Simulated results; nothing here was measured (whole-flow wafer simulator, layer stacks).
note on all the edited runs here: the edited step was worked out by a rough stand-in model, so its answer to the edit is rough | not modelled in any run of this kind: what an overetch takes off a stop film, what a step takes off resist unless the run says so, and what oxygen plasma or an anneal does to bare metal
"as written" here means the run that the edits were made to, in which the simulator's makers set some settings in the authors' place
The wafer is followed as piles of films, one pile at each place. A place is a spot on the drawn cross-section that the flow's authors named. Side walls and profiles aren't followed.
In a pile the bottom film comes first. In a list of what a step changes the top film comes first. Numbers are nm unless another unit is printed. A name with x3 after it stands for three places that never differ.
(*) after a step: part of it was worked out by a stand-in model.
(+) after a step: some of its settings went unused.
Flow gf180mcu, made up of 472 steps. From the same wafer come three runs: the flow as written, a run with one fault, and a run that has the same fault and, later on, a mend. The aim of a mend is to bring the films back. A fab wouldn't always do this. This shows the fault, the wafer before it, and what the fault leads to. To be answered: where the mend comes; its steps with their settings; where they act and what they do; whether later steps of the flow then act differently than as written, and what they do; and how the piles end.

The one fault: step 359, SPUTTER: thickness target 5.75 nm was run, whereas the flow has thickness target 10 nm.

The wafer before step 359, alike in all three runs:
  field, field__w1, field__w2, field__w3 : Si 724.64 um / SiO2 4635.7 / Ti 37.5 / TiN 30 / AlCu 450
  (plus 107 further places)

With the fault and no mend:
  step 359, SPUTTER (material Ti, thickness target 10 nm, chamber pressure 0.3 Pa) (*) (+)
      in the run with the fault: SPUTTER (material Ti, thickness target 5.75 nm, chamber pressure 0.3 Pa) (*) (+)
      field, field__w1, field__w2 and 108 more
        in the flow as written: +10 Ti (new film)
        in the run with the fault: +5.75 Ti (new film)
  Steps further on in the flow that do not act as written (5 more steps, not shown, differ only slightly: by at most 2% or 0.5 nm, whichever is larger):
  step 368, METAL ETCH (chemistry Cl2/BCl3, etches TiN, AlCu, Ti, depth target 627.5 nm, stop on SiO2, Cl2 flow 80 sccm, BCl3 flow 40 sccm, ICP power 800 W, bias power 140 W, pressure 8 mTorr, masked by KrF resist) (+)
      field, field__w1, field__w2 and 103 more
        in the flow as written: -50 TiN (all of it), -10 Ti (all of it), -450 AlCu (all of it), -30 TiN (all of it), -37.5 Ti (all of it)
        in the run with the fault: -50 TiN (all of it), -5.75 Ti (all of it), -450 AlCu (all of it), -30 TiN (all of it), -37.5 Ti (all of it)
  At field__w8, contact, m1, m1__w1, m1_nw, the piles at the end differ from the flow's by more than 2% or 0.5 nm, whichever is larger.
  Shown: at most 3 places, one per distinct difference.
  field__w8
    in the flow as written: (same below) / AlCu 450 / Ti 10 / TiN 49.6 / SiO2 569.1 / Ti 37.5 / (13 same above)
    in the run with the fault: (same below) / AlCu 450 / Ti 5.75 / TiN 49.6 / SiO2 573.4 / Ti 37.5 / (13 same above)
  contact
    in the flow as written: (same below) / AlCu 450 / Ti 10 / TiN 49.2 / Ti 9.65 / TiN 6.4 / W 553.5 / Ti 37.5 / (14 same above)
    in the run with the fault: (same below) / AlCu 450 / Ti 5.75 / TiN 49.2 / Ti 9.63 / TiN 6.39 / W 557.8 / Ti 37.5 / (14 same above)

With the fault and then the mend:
  The mend follows step 359.
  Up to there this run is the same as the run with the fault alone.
  step 359a, SPUTTER (material Ti, thickness target 4.25 nm, chamber pressure 0.3 Pa) (*) (+) (a further turn of the flow's step 359, with different settings)
      field, field__w1, field__w2 and 108 more
        +4.25 Ti
  Every later step of the flow that is run acts as written at every place that is followed.
  By the end, the piles equal the flow's at every place that both follow.
